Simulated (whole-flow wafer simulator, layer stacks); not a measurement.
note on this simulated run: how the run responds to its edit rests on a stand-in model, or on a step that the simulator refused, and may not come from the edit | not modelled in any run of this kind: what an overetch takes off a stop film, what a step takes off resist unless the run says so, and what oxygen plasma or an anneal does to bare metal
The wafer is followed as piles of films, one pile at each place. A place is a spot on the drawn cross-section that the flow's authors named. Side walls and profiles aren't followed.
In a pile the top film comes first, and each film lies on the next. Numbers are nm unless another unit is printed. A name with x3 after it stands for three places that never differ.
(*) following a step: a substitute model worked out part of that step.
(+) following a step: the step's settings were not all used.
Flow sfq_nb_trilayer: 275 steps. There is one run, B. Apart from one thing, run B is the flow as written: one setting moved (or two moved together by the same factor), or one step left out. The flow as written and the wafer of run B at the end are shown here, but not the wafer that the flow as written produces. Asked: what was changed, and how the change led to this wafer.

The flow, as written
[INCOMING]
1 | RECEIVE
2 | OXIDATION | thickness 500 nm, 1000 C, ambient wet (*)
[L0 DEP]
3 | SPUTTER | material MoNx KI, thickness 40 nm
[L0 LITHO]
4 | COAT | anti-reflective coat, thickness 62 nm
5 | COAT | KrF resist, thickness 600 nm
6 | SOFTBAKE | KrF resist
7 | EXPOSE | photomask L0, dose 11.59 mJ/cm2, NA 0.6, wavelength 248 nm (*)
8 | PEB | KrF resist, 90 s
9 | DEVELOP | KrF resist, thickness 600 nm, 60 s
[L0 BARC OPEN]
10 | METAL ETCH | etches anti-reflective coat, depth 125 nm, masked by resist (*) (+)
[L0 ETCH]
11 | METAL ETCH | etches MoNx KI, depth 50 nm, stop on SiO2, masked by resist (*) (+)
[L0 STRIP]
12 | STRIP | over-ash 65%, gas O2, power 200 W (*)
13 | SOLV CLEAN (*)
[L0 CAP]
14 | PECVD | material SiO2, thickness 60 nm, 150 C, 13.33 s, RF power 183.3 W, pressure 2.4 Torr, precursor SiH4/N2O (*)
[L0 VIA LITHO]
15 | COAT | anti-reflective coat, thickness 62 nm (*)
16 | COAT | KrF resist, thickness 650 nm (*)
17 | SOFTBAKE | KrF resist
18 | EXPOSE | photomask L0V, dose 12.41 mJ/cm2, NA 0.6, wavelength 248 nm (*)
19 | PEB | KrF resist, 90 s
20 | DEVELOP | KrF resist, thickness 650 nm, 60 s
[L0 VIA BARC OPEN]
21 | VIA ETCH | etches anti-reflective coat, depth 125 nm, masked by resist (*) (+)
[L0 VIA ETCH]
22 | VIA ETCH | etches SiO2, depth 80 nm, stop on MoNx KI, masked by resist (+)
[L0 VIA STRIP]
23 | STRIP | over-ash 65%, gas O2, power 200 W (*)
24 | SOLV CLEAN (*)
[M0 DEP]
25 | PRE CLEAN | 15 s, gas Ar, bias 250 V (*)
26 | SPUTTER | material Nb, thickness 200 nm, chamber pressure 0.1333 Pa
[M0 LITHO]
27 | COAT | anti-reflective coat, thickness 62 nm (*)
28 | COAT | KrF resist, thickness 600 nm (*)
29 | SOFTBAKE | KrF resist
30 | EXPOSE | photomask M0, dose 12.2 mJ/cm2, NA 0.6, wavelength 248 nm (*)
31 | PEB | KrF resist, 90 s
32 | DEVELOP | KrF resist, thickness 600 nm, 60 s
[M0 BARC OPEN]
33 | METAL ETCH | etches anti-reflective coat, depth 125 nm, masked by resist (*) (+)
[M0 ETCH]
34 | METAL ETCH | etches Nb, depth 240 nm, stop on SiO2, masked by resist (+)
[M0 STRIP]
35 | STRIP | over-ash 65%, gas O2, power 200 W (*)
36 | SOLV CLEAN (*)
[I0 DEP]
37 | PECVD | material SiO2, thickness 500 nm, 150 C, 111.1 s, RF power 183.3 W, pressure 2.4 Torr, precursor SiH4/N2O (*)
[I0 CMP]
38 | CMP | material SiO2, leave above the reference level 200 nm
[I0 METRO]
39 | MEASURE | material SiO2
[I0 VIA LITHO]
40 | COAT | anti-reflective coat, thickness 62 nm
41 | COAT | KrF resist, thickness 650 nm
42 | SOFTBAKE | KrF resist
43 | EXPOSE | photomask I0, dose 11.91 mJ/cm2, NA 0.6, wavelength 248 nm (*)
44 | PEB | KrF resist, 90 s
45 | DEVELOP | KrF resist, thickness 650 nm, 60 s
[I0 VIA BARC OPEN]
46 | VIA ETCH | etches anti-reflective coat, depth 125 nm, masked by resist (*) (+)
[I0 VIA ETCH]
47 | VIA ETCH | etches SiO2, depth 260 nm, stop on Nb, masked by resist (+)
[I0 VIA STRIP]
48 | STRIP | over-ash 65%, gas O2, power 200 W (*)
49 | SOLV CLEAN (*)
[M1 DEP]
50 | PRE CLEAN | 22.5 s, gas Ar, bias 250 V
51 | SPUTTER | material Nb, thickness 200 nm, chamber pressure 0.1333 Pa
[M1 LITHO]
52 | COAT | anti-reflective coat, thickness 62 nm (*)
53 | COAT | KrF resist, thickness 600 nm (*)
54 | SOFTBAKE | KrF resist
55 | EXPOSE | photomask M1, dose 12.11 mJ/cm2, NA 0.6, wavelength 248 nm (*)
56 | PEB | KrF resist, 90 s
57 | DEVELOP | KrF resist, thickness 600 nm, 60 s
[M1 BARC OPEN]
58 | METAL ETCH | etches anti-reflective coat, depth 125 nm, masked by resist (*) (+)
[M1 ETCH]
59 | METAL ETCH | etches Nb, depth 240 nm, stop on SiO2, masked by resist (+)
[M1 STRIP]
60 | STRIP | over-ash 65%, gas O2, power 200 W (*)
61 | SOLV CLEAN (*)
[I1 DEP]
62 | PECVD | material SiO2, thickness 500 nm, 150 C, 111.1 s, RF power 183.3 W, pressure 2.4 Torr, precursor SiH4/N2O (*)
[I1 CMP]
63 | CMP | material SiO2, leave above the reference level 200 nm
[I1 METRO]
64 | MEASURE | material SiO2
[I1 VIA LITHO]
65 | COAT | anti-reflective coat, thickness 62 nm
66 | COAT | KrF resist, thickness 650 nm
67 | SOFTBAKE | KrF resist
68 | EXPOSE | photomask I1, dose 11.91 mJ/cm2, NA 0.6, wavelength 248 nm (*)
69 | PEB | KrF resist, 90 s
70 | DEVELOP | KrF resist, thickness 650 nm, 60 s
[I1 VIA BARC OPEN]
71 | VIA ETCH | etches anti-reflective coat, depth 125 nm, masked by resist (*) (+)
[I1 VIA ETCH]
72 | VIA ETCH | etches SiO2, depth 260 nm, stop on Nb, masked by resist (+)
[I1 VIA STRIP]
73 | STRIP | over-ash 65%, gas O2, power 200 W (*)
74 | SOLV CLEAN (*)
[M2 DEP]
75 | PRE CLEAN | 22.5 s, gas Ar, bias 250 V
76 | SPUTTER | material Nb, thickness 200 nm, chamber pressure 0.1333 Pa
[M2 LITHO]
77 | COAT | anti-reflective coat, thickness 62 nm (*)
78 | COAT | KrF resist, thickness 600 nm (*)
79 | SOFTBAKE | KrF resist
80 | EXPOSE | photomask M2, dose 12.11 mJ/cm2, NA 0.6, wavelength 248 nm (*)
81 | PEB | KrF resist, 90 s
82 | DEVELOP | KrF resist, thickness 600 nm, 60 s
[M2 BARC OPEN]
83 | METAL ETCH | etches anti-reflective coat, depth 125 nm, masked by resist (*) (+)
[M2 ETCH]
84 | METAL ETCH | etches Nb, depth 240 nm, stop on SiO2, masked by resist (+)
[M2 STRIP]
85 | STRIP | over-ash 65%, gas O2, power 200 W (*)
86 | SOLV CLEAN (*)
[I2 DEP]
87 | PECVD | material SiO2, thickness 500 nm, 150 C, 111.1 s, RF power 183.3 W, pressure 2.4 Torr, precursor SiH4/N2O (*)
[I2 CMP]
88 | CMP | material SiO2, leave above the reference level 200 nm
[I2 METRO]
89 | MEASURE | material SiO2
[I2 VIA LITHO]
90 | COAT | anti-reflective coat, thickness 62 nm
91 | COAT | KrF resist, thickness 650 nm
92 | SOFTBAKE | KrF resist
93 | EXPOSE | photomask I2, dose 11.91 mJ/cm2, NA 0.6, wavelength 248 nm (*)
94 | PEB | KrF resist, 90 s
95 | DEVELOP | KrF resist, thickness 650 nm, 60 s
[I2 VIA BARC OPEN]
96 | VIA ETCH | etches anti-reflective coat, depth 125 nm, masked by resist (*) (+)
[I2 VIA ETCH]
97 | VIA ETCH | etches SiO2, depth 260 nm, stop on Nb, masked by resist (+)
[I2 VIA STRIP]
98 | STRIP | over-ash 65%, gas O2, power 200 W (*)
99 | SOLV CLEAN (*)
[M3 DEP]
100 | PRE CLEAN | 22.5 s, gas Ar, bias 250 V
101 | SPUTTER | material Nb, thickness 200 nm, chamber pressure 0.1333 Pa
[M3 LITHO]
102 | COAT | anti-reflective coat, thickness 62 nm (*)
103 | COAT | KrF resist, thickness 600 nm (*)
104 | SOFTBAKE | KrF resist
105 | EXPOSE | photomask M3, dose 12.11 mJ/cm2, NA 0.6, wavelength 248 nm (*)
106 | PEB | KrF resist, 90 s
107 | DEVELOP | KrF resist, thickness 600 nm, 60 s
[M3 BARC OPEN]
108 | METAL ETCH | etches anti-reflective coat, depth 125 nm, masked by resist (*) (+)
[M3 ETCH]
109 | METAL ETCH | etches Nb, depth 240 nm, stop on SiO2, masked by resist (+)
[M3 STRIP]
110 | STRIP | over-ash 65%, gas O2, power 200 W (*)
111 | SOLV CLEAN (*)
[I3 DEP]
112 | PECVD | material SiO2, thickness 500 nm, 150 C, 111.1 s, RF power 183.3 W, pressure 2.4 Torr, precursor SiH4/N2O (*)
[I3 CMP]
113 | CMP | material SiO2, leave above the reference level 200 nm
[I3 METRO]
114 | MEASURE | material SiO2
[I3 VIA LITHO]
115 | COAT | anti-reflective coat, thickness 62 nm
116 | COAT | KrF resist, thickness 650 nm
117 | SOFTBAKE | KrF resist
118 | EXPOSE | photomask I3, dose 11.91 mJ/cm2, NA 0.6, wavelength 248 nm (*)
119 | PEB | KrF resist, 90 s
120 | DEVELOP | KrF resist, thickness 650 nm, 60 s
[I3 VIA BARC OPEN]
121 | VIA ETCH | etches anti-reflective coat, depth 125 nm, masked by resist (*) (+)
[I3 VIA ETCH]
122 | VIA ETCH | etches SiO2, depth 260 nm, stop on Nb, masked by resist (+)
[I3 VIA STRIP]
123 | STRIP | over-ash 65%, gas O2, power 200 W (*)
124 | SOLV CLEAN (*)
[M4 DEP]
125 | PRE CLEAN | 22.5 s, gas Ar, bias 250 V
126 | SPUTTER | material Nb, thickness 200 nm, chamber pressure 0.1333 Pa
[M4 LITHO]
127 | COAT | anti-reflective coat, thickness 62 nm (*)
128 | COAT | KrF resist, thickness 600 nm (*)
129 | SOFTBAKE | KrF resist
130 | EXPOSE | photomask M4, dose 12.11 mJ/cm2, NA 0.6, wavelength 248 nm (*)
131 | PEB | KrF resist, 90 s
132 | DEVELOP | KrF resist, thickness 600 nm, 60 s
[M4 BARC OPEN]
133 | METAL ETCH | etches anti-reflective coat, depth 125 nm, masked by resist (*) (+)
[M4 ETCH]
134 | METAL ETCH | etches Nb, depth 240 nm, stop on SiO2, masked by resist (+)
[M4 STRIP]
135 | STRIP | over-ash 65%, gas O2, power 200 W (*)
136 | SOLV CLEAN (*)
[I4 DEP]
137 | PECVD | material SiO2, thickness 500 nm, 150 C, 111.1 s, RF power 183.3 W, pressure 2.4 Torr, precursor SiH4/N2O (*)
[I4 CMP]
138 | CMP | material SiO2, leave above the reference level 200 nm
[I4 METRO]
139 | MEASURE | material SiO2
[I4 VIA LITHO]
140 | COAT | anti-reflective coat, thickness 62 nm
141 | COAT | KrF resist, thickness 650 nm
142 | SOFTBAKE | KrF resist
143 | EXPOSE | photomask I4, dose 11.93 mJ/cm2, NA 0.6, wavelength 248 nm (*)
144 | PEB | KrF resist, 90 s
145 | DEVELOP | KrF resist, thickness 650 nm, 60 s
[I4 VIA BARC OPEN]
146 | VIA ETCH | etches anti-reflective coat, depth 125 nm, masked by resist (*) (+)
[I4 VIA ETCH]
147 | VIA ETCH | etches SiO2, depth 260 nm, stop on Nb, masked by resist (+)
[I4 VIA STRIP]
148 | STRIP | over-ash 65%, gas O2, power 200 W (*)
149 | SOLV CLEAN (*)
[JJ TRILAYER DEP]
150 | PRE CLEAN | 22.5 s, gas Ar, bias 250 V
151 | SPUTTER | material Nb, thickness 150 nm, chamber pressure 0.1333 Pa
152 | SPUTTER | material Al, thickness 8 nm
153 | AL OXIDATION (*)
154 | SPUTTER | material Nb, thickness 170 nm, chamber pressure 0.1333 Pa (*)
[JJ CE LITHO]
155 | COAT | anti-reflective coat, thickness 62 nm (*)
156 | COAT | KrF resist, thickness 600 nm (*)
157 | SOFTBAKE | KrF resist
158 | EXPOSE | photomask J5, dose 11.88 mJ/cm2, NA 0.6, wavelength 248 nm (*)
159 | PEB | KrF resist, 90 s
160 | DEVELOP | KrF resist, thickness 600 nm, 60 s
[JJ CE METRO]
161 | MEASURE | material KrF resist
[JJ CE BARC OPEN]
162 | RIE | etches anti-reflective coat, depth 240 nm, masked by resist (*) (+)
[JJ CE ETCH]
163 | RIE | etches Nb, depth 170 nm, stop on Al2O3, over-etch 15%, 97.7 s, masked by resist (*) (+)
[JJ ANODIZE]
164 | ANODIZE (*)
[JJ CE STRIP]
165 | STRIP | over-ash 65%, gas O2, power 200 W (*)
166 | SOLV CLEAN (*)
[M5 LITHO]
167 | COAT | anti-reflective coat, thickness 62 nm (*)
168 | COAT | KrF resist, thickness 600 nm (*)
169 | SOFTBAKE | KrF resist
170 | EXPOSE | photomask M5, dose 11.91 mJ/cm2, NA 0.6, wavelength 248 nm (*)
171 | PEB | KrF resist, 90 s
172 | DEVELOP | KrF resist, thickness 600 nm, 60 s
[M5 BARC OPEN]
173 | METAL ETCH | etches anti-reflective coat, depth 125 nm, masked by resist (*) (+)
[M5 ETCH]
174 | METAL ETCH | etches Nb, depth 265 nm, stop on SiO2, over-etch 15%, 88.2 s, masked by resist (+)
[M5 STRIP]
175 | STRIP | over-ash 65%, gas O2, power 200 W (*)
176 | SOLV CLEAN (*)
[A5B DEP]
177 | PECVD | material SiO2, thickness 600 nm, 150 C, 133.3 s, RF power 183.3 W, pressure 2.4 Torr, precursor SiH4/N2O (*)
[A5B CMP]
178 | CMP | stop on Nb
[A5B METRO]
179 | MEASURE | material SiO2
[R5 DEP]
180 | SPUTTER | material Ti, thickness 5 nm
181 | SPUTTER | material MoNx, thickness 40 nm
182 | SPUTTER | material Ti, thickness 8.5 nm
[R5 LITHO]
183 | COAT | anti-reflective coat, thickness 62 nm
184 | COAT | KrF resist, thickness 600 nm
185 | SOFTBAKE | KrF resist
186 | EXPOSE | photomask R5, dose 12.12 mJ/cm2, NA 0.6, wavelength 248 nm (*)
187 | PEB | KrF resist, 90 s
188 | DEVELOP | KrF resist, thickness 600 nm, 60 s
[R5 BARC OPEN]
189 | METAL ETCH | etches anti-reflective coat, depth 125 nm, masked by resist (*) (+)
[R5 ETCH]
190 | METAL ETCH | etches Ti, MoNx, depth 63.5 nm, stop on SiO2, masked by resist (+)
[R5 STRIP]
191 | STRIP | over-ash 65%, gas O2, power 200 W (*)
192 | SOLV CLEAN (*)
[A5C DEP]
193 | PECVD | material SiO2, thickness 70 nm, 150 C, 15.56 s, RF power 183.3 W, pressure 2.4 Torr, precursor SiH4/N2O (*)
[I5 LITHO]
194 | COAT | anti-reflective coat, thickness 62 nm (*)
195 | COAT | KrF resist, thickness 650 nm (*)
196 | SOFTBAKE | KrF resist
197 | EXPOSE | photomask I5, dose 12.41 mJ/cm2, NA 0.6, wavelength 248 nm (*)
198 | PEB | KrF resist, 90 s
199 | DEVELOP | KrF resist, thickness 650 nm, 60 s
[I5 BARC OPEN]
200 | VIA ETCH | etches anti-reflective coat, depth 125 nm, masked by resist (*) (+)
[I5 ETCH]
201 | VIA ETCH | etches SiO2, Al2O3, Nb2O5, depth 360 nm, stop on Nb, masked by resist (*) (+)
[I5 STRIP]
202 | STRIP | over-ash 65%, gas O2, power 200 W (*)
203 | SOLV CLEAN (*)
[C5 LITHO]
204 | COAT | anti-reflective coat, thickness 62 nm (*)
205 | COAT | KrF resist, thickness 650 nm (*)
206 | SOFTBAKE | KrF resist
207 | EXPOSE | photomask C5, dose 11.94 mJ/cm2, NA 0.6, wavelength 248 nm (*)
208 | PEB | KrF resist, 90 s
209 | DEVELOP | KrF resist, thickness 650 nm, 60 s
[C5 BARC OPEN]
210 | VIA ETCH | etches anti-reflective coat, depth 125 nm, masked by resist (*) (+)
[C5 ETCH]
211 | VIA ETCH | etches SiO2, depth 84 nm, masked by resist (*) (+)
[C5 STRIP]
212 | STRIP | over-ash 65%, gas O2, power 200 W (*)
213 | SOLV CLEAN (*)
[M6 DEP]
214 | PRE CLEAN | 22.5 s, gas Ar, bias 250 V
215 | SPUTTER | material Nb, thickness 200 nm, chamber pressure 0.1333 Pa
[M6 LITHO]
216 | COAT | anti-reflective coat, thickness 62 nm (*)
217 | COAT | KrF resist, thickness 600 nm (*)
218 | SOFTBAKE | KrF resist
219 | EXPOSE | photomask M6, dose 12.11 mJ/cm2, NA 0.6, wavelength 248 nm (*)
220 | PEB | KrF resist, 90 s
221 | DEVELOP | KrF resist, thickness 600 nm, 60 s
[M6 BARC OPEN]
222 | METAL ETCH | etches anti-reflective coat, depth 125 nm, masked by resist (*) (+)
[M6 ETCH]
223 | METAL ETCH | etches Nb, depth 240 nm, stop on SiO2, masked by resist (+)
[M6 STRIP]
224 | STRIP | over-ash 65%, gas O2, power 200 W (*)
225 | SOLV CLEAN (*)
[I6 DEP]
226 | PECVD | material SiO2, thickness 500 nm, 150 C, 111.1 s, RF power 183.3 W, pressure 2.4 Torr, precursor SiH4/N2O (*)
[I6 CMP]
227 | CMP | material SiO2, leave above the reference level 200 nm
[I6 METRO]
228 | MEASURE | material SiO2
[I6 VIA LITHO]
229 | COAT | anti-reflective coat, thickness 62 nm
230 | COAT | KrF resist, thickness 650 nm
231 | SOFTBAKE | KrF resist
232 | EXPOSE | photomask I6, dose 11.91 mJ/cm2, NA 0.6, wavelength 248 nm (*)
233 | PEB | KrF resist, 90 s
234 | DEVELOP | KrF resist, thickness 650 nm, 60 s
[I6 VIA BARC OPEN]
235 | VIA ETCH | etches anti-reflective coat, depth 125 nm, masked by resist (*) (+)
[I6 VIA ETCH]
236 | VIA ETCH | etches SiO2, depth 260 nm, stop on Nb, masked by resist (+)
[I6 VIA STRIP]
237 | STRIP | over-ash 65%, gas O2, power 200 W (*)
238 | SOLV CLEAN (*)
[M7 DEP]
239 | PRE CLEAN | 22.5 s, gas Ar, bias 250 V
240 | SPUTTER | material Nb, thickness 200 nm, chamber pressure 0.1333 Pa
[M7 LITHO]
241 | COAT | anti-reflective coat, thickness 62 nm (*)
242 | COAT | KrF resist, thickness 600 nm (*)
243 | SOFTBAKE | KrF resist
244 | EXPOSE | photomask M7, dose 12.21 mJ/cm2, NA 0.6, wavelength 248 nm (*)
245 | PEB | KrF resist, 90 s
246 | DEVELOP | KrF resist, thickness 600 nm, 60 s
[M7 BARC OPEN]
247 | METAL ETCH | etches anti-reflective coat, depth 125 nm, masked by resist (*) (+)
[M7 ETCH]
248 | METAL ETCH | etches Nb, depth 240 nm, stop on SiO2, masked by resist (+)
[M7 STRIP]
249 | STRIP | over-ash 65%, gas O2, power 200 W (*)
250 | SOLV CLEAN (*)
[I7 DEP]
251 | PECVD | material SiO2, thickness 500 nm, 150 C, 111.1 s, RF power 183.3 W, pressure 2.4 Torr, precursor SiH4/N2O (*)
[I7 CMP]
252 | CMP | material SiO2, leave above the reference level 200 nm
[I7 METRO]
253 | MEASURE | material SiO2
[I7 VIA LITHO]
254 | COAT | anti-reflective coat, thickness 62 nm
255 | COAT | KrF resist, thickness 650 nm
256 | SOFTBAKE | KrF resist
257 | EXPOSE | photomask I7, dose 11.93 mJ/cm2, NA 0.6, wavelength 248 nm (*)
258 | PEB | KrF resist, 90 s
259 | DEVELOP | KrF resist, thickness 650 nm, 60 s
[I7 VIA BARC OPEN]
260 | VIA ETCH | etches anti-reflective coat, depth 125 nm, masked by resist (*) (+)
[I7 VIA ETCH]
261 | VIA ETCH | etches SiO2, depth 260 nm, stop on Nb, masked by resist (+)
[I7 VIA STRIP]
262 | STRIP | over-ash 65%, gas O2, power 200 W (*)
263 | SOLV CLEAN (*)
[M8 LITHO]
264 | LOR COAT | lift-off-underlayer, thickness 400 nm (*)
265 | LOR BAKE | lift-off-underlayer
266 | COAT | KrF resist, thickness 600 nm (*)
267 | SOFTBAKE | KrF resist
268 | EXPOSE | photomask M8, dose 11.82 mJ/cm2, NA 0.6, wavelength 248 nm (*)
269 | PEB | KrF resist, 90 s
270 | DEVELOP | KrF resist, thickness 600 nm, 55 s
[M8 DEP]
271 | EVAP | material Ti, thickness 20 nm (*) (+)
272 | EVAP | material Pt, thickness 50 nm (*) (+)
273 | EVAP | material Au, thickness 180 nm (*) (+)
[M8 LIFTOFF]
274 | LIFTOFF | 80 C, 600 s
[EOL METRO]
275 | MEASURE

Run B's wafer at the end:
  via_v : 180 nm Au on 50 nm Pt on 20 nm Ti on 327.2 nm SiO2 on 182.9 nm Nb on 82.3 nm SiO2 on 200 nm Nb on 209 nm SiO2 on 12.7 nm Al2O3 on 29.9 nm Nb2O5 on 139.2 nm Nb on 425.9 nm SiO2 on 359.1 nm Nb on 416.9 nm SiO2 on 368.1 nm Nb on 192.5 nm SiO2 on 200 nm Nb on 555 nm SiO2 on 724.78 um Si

The reason: step 236, VIA ETCH: depth 110 nm was run, though the flow has depth 260 nm.

Step by step, how the change led to this:
  236 | VIA ETCH | etches SiO2, depth 260 nm, stop on Nb, masked by resist (+)
      via_v: -110 SiO2 (it would be, as written: -199.8 SiO2 (all of it))
      field_l, v_sur, via_wl and 102 more: -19 KrF resist (it would be, as written: -44.8 KrF resist)
  237 | STRIP | over-ash 65%, gas O2, power 200 W (*)
      field_l, v_sur, via_wl and 102 more: -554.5 KrF resist (all of it), -62 anti-reflective coat (all of it) (it would be, as written: -528.6 KrF resist (all of it), -62 anti-reflective coat (all of it))
  239 | PRE CLEAN | 22.5 s, gas Ar, bias 250 V
      via_v: -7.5 SiO2 (it would be, as written: -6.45 Nb)
  240 | SPUTTER | material Nb, thickness 200 nm, chamber pressure 0.1333 Pa
      via_v: +182.9 Nb (new film) (it would be, as written: +161.1 Nb)
  241 | COAT | anti-reflective coat, thickness 62 nm (*)
      via_sp: +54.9 anti-reflective coat (new film) (it would be, as written: +53.1 anti-reflective coat (new film))
      via_v: +105.3 anti-reflective coat (new film) (it would be, as written: +126 anti-reflective coat (new film))
      (and at 1 other place as well)
  242 | COAT | KrF resist, thickness 600 nm (*)
      via_v: +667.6 KrF resist (new film) (it would be, as written: +742.5 KrF resist (new film))
  249 | STRIP | over-ash 65%, gas O2, power 200 W (*)
      via_sp: -379.8 KrF resist (all of it), -54.9 anti-reflective coat (all of it) (it would be, as written: -373.6 KrF resist (all of it), -53.1 anti-reflective coat (all of it))
      via_v: -449.8 KrF resist (all of it), -105.3 anti-reflective coat (all of it) (it would be, as written: -524.5 KrF resist (all of it), -126 anti-reflective coat (all of it))
      (and at 1 other place as well)
  251 | PECVD | material SiO2, thickness 500 nm, 150 C, 111.1 s, RF power 183.3 W, pressure 2.4 Torr, precursor SiH4/N2O (*)
      via_v: +500 SiO2 (new film) (it would be, as written: +621 SiO2 (new film))
  252 | CMP | material SiO2, leave above the reference level 200 nm
      via_v: -172.8 SiO2 (it would be, as written: -183.1 SiO2)
With metal films that touch counted as one body, via_v has 7 bodies (between them, from the top down: SiO2 327.2; SiO2 82.3; SiO2 209 / Al2O3 12.7 / Nb2O5 29.9; SiO2 425.9; SiO2 416.9; SiO2 192.5); the flow as written gives 6 bodies (between them, from the top down: SiO2 437.8; SiO2 209 / Al2O3 12.7 / Nb2O5 29.9; SiO2 425.9; SiO2 416.9; SiO2 192.5).
